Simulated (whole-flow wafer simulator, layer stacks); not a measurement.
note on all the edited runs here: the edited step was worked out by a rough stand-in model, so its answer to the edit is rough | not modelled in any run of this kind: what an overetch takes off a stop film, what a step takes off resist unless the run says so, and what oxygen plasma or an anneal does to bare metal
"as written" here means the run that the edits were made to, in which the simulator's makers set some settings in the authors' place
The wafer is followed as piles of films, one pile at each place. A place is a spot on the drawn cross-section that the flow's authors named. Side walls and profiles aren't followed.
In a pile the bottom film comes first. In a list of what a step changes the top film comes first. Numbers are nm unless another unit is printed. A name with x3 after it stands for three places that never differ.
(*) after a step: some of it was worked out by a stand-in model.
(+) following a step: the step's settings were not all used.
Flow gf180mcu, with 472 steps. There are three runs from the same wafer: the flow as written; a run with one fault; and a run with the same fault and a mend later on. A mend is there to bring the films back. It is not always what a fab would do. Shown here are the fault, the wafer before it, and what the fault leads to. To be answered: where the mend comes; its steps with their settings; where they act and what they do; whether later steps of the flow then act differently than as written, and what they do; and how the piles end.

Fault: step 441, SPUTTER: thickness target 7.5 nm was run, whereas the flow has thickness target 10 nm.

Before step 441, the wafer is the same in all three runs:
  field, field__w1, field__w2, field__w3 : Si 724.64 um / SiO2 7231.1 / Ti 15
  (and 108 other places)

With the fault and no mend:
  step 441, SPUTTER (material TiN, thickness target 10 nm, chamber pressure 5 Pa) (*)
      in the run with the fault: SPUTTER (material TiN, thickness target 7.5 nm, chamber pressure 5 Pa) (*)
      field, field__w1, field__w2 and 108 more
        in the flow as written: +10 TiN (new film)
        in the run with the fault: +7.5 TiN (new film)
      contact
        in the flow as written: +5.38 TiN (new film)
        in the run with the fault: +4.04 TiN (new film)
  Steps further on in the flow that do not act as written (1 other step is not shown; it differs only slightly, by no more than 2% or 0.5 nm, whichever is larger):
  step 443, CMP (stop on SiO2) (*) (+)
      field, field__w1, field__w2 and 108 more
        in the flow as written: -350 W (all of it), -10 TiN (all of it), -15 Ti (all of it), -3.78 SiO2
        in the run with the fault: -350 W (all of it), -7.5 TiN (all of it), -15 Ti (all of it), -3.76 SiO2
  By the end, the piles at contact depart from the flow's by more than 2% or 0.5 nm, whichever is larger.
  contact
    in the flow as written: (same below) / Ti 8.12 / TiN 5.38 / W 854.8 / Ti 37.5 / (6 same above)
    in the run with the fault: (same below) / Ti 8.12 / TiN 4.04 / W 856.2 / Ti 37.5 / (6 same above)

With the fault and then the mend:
  After step 441 comes the mend.
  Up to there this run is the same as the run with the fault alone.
  step 441a, SPUTTER (material TiN, thickness target 2.5 nm, chamber pressure 5 Pa) (*) (the flow's step 441, run once more with other settings)
      field, field__w1, field__w2 and 108 more
        +2.5 TiN
      contact
        +1.34 TiN
  None of the later steps of the flow acts differently than as written at any place that is followed.
  By the end, the piles equal the flow's at every place that both follow.
